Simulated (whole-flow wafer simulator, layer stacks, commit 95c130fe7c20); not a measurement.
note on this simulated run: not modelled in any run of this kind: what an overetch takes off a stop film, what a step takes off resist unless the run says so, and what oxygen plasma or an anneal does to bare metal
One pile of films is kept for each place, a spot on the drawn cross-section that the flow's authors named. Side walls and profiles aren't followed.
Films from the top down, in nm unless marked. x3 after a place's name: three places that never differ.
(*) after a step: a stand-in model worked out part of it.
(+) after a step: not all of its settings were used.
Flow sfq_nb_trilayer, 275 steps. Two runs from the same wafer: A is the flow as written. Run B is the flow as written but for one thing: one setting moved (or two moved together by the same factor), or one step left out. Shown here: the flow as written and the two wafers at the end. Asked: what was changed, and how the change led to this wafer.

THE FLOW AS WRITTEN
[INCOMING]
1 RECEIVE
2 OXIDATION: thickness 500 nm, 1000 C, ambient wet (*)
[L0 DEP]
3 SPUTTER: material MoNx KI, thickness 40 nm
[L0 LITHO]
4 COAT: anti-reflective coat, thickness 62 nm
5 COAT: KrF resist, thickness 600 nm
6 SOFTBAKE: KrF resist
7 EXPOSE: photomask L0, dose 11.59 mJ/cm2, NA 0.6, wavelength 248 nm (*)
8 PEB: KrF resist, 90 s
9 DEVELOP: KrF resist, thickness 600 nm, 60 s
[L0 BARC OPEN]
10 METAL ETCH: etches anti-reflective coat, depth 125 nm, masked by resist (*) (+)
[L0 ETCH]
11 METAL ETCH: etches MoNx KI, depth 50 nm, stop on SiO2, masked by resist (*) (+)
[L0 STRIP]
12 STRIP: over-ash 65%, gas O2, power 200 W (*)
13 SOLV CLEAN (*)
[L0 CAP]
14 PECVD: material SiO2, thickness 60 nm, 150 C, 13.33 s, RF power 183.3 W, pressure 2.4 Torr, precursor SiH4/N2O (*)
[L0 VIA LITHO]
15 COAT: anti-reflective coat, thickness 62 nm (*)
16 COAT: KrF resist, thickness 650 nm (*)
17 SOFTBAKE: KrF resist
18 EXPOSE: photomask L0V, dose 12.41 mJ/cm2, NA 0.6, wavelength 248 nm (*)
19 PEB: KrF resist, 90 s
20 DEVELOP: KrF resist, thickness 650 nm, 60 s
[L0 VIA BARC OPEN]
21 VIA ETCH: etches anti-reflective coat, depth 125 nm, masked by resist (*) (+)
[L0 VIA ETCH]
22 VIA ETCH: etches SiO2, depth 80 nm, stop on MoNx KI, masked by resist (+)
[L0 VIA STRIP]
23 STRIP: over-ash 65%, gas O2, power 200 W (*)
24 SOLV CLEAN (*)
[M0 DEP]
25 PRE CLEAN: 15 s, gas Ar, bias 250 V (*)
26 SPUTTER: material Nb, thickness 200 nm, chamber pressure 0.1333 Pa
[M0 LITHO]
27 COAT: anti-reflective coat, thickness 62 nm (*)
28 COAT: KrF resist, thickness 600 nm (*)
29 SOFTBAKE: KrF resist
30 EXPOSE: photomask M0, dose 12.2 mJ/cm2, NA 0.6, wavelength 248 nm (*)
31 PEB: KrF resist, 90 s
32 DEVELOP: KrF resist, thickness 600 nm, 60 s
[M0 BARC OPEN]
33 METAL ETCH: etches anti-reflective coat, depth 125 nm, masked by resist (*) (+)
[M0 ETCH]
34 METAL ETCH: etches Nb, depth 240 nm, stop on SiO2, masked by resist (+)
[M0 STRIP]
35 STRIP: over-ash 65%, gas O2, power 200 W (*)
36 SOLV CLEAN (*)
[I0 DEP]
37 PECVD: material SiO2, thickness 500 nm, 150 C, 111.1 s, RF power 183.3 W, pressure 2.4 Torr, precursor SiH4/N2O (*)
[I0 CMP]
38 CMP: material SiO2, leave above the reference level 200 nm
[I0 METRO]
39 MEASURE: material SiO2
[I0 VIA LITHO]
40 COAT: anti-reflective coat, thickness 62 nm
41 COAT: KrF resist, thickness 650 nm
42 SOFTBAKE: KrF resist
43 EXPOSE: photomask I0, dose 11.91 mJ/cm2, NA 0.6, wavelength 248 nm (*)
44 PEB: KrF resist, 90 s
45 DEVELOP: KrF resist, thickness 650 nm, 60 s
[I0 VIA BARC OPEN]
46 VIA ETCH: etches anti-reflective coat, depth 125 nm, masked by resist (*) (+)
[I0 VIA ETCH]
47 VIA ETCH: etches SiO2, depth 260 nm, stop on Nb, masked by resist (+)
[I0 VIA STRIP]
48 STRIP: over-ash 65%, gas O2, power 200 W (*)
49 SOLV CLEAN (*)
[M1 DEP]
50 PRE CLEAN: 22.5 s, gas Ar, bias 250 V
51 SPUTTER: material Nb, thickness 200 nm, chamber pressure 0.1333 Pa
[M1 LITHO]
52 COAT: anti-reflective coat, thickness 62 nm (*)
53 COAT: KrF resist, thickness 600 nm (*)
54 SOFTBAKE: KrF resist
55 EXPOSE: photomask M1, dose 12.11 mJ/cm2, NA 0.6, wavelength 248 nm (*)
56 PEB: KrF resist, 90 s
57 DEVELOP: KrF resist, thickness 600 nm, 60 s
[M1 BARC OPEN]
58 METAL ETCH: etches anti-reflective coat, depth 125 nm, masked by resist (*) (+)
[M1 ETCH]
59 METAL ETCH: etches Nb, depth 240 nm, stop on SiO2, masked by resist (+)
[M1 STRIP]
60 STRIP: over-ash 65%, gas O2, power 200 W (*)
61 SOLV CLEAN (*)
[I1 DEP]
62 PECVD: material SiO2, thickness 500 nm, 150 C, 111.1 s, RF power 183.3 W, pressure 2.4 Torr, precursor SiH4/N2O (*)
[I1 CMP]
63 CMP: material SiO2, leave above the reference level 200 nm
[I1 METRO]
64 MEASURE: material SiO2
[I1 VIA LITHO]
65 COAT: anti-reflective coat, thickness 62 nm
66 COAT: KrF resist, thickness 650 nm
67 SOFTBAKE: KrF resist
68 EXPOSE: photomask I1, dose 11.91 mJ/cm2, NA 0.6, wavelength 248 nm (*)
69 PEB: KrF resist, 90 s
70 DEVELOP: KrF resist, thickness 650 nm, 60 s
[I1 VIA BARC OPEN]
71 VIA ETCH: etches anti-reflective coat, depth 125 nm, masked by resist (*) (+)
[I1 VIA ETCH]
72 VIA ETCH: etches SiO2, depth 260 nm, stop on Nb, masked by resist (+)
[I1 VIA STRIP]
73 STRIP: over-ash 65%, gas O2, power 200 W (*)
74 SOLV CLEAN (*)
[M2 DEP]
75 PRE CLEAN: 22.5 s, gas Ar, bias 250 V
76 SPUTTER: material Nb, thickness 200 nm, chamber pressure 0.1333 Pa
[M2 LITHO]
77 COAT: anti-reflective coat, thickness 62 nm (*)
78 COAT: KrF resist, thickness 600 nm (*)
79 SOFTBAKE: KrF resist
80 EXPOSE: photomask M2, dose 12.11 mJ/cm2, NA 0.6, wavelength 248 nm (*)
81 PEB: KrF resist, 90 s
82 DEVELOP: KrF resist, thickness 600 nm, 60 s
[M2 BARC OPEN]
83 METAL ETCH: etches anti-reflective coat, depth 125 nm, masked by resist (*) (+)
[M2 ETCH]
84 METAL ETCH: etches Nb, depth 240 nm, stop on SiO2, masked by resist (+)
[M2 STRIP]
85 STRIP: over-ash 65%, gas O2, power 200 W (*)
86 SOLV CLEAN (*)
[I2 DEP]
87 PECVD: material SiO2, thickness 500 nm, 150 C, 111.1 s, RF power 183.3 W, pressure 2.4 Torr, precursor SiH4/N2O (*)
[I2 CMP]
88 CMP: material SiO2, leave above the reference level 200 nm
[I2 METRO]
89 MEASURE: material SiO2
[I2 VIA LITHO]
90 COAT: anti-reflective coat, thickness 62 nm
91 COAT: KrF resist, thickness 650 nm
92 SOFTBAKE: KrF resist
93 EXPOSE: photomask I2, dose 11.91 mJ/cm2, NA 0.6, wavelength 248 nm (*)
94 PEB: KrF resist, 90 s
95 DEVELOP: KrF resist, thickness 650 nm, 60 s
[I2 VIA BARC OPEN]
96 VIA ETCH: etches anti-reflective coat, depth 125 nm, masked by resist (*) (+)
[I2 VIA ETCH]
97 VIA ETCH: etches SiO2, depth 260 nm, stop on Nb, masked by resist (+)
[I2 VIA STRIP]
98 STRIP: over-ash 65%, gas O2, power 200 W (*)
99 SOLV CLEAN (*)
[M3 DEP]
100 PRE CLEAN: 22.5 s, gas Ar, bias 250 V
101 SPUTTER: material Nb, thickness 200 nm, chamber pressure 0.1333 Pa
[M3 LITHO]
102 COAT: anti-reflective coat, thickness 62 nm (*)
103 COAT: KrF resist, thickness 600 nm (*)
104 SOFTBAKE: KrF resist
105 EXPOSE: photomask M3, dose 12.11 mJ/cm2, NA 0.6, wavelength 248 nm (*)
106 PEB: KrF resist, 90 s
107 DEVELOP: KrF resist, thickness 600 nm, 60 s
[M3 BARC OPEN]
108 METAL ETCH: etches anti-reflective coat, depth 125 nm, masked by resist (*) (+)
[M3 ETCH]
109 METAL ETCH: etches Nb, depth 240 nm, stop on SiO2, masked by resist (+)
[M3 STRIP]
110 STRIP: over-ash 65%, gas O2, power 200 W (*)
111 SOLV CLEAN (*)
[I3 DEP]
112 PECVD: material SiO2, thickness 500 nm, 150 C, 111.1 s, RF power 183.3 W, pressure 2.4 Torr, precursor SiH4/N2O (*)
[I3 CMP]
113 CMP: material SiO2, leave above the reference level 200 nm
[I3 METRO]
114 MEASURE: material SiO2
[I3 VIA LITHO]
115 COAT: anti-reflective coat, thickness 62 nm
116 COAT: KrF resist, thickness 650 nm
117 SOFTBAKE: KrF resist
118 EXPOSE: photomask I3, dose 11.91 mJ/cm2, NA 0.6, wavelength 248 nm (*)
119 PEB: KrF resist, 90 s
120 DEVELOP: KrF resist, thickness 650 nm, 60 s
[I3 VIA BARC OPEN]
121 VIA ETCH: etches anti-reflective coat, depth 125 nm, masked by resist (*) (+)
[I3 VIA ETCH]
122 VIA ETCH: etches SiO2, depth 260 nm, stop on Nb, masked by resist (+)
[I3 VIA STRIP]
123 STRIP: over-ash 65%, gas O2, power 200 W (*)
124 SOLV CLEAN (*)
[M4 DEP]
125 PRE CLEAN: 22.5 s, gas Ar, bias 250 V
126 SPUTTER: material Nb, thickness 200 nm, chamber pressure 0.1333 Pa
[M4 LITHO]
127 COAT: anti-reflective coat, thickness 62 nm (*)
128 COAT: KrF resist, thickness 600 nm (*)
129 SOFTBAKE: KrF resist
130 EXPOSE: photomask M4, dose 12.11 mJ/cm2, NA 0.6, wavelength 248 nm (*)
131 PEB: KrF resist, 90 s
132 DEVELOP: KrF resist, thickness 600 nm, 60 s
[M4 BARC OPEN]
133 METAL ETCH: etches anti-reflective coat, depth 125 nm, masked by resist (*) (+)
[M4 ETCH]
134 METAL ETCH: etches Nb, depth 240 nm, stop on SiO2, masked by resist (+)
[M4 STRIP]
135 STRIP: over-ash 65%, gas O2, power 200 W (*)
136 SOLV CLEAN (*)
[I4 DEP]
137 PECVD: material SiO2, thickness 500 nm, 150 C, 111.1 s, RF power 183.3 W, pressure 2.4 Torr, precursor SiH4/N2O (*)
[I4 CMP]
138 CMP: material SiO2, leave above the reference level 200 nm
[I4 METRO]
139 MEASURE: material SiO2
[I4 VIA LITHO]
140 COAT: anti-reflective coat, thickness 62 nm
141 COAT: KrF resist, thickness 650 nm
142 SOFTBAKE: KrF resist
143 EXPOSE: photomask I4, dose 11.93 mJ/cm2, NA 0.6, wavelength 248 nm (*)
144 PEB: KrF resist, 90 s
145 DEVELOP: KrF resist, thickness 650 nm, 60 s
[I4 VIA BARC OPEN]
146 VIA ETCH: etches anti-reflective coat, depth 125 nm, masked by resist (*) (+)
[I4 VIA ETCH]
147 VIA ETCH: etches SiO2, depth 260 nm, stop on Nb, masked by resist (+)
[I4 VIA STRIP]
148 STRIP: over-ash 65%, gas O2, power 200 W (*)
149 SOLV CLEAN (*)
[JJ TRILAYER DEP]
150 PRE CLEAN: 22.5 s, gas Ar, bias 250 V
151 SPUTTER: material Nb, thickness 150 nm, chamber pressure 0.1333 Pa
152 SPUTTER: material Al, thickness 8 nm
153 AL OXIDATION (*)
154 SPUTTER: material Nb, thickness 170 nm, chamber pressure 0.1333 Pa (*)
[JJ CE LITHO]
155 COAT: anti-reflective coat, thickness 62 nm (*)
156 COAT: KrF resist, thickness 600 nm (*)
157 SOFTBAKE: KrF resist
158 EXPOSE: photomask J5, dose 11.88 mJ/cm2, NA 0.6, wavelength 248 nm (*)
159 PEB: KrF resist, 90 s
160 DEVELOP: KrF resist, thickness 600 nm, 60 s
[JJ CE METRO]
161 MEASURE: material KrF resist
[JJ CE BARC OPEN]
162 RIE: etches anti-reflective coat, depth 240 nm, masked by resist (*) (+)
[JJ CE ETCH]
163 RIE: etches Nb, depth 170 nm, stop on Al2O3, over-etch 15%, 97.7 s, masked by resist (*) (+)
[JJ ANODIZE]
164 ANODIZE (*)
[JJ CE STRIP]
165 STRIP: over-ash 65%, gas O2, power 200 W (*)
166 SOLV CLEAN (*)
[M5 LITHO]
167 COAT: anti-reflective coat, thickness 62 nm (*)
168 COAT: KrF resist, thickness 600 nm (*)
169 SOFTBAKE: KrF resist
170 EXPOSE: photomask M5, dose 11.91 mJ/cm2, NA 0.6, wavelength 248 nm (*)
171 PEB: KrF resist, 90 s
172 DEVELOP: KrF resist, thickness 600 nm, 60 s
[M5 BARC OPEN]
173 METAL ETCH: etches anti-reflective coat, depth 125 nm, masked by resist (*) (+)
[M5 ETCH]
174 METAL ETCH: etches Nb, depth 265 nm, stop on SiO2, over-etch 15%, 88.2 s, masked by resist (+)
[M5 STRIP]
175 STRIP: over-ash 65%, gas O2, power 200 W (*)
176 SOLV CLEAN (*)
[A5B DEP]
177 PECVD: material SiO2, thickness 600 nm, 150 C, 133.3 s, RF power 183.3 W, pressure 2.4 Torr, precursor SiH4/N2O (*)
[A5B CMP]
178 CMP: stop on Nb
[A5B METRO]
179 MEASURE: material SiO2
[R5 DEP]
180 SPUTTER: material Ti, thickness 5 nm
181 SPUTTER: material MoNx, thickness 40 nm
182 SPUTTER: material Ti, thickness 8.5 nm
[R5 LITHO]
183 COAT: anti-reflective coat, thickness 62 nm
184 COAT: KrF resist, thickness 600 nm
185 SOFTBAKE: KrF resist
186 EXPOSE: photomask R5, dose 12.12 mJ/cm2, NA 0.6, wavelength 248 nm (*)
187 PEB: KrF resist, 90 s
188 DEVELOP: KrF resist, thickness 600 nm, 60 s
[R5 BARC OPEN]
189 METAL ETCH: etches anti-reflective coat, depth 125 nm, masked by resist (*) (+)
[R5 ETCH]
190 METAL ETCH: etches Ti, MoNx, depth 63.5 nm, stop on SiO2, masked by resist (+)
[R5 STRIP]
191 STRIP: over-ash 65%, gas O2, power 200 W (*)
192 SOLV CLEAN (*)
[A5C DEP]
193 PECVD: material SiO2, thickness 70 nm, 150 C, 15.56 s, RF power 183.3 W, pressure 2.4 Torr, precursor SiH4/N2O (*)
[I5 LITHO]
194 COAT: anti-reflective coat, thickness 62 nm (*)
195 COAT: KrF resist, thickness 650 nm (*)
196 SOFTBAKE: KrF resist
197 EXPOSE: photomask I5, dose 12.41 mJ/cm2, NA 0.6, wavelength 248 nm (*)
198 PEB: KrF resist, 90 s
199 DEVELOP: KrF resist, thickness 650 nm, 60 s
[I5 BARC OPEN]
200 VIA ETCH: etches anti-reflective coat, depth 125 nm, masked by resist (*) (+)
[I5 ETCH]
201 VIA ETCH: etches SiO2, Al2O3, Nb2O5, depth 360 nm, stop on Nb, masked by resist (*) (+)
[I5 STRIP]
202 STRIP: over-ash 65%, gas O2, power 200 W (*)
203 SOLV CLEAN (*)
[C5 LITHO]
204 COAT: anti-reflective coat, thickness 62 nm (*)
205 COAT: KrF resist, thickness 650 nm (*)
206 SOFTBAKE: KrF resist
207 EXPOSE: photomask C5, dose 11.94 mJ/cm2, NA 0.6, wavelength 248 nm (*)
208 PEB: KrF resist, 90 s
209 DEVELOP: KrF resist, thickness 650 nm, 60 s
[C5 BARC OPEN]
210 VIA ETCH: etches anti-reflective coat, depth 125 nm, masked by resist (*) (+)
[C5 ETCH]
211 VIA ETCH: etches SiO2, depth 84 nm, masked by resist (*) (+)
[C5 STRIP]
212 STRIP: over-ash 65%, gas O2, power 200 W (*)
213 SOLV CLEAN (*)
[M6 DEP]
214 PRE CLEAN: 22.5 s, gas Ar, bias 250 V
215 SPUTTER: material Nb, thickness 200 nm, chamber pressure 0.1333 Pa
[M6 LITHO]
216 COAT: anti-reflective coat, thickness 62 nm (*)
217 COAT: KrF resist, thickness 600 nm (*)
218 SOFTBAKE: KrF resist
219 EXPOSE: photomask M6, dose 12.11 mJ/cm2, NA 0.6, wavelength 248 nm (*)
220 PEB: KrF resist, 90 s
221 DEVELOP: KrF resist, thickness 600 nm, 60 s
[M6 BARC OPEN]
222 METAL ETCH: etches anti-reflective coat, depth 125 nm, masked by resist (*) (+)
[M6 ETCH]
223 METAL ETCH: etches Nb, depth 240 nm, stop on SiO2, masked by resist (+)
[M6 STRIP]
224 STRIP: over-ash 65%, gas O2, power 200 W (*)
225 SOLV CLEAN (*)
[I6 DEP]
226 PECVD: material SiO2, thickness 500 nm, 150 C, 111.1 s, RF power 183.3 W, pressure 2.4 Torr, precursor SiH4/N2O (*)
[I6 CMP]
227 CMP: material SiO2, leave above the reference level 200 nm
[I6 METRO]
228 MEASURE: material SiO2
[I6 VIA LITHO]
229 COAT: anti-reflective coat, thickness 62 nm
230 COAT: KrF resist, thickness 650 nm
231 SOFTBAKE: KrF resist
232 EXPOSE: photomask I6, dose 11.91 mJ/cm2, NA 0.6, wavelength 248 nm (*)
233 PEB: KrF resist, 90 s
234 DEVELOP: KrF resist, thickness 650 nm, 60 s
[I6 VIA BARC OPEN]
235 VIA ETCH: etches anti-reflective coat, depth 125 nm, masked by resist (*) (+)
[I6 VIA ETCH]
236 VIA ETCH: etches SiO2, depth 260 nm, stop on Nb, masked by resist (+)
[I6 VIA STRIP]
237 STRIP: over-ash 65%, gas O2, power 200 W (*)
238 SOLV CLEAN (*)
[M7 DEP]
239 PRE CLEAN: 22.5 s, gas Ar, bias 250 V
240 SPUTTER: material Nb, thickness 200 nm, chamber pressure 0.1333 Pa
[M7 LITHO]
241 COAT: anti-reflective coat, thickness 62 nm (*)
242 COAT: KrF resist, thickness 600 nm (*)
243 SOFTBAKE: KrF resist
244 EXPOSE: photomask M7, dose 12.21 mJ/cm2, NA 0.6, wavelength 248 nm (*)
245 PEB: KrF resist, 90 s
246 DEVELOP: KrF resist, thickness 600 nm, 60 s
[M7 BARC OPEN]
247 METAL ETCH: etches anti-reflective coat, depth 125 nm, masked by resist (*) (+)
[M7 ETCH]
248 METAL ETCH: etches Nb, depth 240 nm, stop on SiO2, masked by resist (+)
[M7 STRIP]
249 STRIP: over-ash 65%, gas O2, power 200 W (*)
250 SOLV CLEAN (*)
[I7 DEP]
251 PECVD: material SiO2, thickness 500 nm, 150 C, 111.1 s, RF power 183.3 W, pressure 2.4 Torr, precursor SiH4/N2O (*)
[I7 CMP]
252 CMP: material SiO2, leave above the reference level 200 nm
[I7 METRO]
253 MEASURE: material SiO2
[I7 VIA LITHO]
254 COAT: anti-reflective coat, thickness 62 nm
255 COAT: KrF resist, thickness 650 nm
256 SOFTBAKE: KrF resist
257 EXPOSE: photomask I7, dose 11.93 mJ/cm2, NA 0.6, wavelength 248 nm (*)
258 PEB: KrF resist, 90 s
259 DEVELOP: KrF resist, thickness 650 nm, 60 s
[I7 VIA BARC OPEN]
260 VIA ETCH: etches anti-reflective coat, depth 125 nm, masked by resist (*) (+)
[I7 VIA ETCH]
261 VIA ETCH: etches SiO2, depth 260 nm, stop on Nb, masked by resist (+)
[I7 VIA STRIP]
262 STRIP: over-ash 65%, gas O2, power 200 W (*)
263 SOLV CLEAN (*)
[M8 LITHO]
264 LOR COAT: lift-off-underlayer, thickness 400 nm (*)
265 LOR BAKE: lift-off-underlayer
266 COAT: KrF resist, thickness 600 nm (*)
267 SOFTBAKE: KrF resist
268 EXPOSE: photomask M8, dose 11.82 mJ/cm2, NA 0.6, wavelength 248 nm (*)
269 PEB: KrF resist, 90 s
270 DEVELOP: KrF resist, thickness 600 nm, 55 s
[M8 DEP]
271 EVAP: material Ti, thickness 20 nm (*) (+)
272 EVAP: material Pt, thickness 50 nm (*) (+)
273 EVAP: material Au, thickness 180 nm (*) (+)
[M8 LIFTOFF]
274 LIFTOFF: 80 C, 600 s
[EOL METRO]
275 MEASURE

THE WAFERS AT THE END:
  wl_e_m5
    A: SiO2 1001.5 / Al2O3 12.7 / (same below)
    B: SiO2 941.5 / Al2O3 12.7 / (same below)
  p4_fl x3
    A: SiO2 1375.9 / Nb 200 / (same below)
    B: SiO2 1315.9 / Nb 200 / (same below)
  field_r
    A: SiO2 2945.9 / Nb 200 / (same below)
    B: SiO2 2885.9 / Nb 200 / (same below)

The cause: step 240, SPUTTER: thickness 140 nm was run, where the flow has thickness 200 nm.

How the change led to this, step by step:
  240 SPUTTER: material Nb, thickness 200 nm, chamber pressure 0.1333 Pa
      field_l, v_sur, via_wl and 102 more: A Nb +200 (new film) | B Nb +140 (new film)
      via_v: A Nb +161.1 | B Nb +112.6
  241 COAT: anti-reflective coat, thickness 62 nm (*)
      via_v: A anti-reflective coat +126 (new film) | B anti-reflective coat +122.5 (new film)
  248 METAL ETCH: etches Nb, depth 240 nm, stop on SiO2, masked by resist (+)
      field_l, field_r, lsp_l and 62 more: A Nb -200 (all of it) | B Nb -140 (all of it)
      v_sur, via_wl, via_w and 38 more: A KrF resist -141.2 | B KrF resist -123.5
  249 STRIP: over-ash 65%, gas O2, power 200 W (*)
      wl_j_sl, wl_jj, wl_j_sr and 14 more: A KrF resist -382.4 (all of it), anti-reflective coat -62 (all of it) | B KrF resist -400 (all of it), anti-reflective coat -62 (all of it)
      ln_m5, lsp_m, ln_m6, lsp_r: A KrF resist -381.9 (all of it), anti-reflective coat -61.8 (all of it) | B KrF resist -399.6 (all of it), anti-reflective coat -61.8 (all of it)
      (and at 20 more places)
  251 PECVD: material SiO2, thickness 500 nm, 150 C, 111.1 s, RF power 183.3 W, pressure 2.4 Torr, precursor SiH4/N2O (*)
      m7r_space_l x2: A SiO2 +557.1 | B SiO2 +500
      via_v: A SiO2 +621 (new film) | B SiO2 +603.1 (new film)
  252 CMP: material SiO2, leave above the reference level 200 nm
      field_l, p4_fl x3, p4_w1 x9 and 46 more: A SiO2 -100 | B SiO2 -160
      field_r, lsp_l: A SiO2 -77.7 | B SiO2 -144.4
      (and at 3 more places)
